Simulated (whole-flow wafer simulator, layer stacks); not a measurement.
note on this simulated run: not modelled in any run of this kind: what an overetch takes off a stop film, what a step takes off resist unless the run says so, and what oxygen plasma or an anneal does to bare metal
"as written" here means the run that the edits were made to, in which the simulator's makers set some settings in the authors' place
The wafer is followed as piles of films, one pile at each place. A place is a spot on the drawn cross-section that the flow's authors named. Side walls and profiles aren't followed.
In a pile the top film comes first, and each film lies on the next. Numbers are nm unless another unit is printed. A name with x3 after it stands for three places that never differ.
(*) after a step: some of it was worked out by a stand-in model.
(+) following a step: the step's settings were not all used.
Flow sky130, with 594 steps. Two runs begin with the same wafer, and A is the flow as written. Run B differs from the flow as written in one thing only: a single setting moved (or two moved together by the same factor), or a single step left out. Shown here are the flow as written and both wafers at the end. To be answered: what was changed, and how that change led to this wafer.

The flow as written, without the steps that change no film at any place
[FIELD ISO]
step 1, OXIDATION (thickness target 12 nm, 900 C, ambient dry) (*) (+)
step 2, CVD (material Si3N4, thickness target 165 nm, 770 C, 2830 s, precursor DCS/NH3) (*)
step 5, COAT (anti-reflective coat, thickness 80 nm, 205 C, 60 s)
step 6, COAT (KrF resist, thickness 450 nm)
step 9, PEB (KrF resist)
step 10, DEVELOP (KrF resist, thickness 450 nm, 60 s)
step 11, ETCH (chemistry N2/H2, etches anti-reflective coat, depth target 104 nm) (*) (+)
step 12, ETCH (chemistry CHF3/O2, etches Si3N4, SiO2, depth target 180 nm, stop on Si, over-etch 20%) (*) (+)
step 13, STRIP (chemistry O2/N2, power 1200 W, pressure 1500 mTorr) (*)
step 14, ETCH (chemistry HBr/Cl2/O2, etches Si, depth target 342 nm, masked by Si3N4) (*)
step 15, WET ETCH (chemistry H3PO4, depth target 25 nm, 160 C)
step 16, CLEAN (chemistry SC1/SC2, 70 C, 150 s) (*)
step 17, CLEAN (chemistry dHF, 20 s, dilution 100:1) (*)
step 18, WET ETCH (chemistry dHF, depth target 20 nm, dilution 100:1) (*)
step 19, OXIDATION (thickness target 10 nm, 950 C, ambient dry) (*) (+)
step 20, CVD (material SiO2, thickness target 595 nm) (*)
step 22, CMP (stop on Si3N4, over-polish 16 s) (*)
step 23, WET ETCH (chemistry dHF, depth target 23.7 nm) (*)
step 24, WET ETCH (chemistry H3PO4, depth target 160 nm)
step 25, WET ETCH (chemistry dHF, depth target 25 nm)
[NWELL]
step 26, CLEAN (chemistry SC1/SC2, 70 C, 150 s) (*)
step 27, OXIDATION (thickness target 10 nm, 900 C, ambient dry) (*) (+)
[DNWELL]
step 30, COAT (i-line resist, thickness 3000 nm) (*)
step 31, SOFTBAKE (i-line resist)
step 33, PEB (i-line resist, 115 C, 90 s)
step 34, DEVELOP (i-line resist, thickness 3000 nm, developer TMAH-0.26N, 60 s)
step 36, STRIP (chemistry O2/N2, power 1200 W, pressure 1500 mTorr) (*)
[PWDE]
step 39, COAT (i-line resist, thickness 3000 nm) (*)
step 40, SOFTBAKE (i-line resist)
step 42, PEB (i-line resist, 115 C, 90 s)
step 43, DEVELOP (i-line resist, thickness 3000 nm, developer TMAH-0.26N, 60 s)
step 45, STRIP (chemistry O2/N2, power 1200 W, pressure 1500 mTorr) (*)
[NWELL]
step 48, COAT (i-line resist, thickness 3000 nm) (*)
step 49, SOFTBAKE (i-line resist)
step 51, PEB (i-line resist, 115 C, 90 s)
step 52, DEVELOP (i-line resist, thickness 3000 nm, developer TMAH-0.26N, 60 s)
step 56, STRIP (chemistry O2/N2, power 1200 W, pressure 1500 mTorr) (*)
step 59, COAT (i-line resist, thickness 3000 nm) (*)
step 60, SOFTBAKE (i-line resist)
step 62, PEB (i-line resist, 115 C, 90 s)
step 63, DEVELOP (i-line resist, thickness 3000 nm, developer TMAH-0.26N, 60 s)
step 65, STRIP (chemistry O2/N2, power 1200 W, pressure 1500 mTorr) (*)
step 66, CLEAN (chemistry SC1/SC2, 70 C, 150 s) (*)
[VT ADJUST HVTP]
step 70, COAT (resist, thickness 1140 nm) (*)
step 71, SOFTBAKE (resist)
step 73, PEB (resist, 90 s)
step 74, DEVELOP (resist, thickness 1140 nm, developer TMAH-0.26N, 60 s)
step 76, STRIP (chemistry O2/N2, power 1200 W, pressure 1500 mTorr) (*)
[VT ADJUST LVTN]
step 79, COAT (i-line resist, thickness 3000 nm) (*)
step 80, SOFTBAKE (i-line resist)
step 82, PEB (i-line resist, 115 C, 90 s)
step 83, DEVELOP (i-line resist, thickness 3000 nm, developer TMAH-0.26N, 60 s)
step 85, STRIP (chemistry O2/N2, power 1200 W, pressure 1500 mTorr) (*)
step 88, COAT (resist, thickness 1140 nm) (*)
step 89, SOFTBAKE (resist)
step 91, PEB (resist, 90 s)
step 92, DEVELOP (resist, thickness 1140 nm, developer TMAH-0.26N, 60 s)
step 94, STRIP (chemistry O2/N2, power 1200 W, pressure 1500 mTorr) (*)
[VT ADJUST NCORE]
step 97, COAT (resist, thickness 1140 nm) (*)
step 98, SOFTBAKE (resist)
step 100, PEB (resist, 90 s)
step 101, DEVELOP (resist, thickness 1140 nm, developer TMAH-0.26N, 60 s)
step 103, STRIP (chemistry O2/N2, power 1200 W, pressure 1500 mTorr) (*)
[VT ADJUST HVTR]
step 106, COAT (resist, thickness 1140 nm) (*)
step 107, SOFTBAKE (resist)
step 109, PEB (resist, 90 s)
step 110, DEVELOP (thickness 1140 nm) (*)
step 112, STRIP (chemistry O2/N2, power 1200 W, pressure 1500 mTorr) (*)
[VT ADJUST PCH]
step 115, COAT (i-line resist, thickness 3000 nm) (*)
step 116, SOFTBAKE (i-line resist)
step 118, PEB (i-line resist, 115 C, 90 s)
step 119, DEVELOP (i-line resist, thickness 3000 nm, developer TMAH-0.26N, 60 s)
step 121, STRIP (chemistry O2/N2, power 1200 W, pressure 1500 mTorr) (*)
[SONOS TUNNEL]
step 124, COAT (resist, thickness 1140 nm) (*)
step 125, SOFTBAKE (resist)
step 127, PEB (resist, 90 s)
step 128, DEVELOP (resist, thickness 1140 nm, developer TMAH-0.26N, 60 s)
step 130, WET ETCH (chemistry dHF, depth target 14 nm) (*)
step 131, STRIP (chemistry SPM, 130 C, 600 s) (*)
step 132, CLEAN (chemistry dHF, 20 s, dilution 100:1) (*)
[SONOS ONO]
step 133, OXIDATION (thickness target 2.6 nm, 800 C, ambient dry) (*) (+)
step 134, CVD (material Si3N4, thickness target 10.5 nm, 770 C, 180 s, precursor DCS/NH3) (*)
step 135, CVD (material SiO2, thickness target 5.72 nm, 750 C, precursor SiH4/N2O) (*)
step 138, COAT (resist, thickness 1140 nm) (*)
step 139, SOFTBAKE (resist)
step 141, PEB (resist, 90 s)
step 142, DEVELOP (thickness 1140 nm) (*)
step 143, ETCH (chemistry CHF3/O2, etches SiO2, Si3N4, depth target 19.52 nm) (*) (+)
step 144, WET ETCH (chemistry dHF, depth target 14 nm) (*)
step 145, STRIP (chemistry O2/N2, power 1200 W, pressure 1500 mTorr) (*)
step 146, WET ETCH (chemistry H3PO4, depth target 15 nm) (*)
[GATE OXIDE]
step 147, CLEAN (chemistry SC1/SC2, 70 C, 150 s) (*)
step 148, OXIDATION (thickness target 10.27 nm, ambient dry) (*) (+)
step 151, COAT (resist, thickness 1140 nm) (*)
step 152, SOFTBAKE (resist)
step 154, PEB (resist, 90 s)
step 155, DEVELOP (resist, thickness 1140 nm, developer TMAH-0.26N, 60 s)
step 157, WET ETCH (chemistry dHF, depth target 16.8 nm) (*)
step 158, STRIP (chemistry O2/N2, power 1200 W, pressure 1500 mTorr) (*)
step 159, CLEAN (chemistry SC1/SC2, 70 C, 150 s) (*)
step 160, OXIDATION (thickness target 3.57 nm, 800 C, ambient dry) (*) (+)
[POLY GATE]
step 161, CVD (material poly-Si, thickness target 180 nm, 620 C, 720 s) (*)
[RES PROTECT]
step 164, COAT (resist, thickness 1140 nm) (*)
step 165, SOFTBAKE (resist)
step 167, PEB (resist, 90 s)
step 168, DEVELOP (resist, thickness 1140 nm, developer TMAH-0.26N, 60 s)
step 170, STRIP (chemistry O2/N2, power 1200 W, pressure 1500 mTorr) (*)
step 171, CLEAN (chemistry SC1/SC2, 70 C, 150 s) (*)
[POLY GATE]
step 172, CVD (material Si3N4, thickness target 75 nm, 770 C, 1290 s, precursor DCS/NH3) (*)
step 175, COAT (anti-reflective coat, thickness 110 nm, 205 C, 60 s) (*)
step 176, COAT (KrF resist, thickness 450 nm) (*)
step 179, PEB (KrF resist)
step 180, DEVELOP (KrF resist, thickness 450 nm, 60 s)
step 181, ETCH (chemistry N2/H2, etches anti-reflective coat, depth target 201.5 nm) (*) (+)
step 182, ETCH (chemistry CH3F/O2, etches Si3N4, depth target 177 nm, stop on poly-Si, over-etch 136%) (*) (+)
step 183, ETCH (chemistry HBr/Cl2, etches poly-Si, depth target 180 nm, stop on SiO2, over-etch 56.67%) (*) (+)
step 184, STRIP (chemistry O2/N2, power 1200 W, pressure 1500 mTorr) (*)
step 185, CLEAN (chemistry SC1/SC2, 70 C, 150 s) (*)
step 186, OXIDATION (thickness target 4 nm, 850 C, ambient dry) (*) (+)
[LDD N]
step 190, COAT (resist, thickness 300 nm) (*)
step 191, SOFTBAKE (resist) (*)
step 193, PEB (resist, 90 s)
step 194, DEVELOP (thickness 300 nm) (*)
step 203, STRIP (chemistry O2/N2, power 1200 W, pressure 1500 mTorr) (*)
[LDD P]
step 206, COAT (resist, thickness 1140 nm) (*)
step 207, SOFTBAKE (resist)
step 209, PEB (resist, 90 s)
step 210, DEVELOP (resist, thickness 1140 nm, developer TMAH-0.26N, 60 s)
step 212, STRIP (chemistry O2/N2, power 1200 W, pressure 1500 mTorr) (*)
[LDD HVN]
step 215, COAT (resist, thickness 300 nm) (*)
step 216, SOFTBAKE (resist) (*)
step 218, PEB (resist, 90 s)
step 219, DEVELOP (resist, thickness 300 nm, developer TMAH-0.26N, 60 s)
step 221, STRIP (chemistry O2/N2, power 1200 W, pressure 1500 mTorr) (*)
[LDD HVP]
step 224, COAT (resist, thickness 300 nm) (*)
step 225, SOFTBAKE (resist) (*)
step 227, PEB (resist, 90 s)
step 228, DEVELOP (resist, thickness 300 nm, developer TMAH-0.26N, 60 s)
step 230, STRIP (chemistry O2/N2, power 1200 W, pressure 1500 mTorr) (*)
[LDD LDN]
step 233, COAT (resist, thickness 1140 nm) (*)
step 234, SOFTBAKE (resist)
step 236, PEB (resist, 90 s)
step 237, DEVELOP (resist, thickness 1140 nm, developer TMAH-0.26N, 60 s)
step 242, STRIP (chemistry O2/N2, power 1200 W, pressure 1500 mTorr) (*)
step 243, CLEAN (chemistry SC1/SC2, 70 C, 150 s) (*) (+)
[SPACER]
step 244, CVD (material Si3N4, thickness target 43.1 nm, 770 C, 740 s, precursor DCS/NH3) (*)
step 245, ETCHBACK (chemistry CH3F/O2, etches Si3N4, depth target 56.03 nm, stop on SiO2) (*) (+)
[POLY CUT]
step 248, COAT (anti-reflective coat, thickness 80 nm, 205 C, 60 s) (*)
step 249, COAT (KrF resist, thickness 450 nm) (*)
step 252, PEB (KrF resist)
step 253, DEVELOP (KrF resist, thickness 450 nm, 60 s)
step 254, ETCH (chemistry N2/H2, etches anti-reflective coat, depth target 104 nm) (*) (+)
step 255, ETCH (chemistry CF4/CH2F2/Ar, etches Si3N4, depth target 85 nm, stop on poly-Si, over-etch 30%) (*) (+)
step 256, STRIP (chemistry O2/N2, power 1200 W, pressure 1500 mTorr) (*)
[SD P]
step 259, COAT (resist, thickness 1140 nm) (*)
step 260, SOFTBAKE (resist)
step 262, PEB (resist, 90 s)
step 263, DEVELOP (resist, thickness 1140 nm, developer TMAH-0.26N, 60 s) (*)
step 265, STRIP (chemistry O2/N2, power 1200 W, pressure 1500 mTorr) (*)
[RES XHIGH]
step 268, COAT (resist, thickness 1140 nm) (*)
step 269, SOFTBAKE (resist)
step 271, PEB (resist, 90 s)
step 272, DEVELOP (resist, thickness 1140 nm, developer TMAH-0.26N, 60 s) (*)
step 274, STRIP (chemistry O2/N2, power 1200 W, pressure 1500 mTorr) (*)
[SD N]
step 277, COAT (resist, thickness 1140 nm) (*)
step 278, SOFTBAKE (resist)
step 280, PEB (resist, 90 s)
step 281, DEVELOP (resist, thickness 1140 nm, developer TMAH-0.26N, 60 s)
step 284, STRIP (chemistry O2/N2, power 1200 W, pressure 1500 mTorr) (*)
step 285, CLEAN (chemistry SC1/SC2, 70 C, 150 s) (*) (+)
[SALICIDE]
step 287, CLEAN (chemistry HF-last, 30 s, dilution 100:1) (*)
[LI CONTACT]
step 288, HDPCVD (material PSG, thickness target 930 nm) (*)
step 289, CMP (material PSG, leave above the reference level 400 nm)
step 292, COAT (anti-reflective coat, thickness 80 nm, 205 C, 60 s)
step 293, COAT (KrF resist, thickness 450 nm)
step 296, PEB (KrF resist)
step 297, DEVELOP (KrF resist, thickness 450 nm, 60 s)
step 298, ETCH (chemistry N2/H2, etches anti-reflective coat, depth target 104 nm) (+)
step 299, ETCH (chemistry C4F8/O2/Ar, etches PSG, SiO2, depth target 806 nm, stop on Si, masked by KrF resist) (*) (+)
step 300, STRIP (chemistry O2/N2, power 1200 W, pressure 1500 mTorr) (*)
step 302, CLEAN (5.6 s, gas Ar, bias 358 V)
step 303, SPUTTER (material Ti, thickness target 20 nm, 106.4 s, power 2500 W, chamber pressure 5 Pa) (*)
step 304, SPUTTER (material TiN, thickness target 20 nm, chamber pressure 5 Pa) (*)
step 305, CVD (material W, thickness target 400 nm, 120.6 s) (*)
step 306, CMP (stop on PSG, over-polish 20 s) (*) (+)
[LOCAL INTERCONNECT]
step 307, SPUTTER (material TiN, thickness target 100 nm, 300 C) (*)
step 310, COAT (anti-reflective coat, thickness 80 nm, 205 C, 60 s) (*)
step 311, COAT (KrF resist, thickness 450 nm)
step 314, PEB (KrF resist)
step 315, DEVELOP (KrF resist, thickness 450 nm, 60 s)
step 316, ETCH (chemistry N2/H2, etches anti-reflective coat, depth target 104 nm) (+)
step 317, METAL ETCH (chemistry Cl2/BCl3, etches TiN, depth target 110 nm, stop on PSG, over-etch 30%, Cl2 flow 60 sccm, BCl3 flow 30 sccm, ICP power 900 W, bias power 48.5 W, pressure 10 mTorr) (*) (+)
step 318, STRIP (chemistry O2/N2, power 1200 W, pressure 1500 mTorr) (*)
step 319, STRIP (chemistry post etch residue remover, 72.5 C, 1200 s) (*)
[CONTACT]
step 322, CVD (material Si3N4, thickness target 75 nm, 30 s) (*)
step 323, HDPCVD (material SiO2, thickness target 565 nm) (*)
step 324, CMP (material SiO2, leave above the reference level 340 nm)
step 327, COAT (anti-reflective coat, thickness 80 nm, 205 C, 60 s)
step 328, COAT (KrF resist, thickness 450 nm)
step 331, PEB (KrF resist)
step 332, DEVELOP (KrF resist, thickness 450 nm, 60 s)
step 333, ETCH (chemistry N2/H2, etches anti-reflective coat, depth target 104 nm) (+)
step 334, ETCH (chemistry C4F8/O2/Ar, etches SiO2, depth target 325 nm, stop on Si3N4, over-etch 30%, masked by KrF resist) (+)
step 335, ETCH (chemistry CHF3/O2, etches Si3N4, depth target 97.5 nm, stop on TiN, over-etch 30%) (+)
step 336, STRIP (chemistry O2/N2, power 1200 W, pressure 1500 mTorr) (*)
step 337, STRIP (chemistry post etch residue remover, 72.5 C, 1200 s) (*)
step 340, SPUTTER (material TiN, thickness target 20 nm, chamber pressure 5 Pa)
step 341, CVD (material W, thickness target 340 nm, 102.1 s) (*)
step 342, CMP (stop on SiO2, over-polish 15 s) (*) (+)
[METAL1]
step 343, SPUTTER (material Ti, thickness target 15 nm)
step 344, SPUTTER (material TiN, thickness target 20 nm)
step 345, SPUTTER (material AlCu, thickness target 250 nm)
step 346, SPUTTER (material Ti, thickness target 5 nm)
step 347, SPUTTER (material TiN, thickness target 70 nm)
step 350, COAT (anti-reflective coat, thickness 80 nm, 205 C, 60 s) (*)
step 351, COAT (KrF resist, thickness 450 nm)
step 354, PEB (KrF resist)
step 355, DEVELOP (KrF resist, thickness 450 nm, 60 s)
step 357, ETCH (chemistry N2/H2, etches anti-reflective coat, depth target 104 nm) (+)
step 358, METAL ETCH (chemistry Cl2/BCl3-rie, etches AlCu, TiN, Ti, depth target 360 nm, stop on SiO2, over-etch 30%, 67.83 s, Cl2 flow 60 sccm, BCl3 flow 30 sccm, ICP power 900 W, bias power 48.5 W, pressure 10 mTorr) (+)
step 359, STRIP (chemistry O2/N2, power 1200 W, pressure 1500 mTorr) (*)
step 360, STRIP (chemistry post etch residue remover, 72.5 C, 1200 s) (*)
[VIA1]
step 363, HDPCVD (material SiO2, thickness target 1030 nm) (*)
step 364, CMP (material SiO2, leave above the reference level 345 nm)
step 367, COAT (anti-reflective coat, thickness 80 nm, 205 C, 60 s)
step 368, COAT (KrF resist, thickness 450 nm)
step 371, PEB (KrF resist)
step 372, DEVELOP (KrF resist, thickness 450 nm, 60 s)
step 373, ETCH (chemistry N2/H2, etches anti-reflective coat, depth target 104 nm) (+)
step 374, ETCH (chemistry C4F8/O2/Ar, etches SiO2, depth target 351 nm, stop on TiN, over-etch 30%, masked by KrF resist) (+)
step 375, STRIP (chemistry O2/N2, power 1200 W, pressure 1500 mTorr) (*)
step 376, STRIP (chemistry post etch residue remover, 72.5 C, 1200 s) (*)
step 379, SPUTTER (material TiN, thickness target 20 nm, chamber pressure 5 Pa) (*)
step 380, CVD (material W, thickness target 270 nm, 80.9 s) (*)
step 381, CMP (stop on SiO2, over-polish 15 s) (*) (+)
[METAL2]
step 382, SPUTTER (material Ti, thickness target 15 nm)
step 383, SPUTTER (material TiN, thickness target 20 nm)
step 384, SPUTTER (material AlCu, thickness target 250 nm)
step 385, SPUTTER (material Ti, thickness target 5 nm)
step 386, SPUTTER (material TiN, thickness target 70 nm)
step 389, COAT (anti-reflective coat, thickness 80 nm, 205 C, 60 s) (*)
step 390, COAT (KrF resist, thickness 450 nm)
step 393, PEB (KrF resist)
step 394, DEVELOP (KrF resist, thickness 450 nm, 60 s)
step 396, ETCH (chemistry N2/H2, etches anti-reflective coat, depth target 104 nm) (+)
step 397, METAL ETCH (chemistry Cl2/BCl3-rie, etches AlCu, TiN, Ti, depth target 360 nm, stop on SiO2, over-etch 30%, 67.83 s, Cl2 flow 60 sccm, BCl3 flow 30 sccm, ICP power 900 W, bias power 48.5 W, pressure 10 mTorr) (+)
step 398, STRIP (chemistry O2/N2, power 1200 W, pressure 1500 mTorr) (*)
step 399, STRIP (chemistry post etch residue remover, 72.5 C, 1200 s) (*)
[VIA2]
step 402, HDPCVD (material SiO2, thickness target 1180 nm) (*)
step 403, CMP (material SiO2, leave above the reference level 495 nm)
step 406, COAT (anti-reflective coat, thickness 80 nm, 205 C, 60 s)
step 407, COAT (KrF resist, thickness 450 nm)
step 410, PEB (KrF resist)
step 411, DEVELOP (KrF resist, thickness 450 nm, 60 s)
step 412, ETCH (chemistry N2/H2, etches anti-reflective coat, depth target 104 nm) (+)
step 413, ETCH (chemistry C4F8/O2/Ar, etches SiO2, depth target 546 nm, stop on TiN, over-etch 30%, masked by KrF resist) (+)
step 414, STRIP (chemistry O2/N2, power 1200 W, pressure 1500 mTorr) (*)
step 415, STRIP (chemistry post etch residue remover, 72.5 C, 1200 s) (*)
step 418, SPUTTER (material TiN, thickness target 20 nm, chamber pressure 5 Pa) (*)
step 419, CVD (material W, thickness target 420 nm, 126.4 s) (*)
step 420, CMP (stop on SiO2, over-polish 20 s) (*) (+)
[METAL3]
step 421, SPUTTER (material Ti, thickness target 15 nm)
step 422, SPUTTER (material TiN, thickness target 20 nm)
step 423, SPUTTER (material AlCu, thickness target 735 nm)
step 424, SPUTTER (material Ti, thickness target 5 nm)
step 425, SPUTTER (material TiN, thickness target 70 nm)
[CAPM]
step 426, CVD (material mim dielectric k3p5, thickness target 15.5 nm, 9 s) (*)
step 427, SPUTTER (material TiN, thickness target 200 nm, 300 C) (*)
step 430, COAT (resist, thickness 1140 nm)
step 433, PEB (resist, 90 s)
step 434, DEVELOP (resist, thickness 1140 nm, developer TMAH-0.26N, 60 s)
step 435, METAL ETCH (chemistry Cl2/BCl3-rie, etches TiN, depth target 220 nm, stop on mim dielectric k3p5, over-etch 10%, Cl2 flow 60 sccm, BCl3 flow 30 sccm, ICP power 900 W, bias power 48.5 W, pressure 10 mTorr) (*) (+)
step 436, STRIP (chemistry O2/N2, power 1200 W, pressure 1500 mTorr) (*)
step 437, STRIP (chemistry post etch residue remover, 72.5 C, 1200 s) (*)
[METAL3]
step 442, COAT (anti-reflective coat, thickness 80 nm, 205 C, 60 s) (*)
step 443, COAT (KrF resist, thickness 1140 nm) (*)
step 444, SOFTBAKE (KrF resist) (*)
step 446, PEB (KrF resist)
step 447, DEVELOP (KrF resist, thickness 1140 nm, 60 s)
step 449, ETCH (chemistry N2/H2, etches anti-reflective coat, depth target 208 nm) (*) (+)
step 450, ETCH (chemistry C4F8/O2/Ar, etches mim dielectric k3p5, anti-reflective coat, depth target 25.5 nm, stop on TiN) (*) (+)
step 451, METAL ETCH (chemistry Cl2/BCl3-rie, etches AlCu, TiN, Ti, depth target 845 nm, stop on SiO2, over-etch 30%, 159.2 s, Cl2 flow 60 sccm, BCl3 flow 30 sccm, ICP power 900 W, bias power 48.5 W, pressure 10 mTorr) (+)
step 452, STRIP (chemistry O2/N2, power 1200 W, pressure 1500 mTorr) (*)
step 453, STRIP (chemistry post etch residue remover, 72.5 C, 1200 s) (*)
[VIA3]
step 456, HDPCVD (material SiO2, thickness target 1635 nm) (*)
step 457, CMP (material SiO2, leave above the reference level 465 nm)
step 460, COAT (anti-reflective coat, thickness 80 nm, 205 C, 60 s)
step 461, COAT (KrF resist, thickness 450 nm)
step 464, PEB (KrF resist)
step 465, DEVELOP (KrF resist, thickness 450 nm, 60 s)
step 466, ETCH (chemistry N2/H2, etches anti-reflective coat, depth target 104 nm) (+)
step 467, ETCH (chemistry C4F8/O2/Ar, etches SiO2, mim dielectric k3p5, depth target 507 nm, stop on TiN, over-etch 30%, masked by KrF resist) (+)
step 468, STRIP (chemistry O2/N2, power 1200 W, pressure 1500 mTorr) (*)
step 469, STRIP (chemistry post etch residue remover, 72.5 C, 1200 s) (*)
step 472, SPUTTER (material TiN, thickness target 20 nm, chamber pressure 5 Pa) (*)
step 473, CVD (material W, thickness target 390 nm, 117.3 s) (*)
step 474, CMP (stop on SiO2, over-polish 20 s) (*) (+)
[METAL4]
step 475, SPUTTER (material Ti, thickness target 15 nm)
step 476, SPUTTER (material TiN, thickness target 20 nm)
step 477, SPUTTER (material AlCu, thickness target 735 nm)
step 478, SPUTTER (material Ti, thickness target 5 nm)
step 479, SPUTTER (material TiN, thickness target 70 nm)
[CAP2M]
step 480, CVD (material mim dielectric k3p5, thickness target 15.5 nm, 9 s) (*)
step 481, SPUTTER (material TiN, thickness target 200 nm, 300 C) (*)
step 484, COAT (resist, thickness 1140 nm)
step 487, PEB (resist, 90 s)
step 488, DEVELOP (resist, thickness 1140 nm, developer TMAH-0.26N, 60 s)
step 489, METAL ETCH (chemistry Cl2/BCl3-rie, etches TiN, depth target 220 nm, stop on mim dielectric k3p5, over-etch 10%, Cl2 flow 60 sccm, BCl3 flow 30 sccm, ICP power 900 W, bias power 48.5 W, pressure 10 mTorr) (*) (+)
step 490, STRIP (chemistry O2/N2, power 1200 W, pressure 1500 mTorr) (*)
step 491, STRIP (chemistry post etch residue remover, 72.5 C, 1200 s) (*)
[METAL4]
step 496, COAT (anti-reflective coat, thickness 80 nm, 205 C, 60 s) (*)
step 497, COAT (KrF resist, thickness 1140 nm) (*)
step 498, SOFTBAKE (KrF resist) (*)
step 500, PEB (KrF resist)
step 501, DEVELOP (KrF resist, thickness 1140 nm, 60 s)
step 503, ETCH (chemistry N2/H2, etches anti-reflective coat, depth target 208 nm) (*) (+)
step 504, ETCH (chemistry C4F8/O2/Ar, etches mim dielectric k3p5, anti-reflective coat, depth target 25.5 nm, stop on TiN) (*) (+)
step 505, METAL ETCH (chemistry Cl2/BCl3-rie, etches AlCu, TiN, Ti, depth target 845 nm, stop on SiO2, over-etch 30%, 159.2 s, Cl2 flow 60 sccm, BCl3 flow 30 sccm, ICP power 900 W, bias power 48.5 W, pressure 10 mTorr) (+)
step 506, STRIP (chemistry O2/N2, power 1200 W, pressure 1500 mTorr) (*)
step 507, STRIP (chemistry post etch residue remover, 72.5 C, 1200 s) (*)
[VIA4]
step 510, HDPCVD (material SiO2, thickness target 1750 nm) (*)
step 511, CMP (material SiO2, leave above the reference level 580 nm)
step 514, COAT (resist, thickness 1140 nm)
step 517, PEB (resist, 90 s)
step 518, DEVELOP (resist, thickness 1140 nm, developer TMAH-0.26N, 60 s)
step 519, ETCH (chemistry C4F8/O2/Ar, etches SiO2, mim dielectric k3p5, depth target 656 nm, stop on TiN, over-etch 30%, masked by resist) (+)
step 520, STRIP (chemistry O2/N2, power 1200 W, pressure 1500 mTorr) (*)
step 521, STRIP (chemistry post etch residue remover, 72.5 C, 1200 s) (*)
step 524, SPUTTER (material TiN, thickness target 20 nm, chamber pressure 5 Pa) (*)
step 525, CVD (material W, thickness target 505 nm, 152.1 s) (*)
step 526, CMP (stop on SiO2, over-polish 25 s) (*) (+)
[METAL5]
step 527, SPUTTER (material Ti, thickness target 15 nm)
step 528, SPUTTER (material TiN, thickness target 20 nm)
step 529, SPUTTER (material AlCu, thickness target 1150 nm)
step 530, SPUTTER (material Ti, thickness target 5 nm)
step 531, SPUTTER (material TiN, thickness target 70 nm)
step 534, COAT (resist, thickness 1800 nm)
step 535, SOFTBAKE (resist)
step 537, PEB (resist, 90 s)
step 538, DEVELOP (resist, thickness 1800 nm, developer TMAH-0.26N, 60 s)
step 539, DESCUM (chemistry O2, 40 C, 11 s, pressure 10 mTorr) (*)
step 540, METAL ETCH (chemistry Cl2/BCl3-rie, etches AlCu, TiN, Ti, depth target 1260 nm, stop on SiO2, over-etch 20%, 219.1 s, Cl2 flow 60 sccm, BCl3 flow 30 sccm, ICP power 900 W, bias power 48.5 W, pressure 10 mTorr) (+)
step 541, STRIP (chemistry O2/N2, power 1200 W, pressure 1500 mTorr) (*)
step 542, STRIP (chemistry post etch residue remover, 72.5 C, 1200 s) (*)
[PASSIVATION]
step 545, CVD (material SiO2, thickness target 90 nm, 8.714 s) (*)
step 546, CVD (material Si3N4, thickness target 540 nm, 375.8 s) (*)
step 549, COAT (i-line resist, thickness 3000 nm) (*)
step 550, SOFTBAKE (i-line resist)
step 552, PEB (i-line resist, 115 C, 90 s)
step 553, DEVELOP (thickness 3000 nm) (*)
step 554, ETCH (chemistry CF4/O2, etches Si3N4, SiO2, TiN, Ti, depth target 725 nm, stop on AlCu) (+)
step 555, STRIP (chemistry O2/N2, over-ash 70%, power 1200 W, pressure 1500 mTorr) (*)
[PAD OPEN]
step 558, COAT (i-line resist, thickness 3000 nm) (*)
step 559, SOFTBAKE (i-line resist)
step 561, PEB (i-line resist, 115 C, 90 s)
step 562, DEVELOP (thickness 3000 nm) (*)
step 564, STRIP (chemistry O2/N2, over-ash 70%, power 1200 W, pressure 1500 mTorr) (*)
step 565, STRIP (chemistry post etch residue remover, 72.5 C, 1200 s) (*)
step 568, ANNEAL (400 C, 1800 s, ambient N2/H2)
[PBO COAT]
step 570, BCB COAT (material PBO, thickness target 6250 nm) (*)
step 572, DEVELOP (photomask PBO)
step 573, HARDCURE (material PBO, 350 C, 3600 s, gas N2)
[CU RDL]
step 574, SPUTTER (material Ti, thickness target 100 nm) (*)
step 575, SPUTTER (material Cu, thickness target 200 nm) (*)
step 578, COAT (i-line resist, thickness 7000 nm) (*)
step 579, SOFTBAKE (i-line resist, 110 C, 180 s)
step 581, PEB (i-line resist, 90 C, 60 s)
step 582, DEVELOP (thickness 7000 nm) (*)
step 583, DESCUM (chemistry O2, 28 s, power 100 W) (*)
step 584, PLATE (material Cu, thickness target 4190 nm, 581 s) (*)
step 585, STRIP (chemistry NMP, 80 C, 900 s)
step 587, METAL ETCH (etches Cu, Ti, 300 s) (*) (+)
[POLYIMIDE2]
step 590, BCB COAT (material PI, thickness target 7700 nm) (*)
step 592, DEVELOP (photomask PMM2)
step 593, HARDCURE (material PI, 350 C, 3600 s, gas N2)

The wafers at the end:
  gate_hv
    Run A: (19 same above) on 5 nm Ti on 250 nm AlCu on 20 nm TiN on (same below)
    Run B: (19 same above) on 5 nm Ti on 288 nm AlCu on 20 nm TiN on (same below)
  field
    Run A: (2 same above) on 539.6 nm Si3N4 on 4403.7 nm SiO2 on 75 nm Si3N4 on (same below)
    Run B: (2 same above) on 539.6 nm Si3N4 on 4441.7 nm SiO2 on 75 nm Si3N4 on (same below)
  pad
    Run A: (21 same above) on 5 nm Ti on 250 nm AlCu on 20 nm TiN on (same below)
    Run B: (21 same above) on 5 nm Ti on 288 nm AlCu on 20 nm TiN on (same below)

The reason: step 384, SPUTTER: thickness target 288 nm was run, whereas the flow has thickness target 250 nm.
The wafer itself shows it: gate_hv has AlCu 288, and step 384 as written asks for 250 nm.

How this came from the change, step by step:
  step 384, SPUTTER (material AlCu, thickness target 250 nm)
      field, active, n_well and 188 more: A AlCu gains 250 (new film) | B AlCu gains 288 (new film)
  step 397, METAL ETCH (chemistry Cl2/BCl3-rie, etches AlCu, TiN, Ti, depth target 360 nm, stop on SiO2, over-etch 30%, 67.83 s, Cl2 flow 60 sccm, BCl3 flow 30 sccm, ICP power 900 W, bias power 48.5 W, pressure 10 mTorr) (+)
      field, active, gate and 82 more: A TiN loses 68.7 (all of it), Ti loses 5 (all of it), AlCu loses 250 (all of it), TiN loses 20 (all of it), Ti loses 15 (all of it), SiO2 loses 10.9 | B TiN loses 68.7 (all of it), Ti loses 5 (all of it), AlCu loses 288 (all of it), TiN loses 20 (all of it), Ti loses 15 (all of it), SiO2 loses 7.13
  step 403, CMP (material SiO2, leave above the reference level 495 nm)
      field, active, gate and 82 more: A SiO2 loses 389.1 | B SiO2 loses 354.9
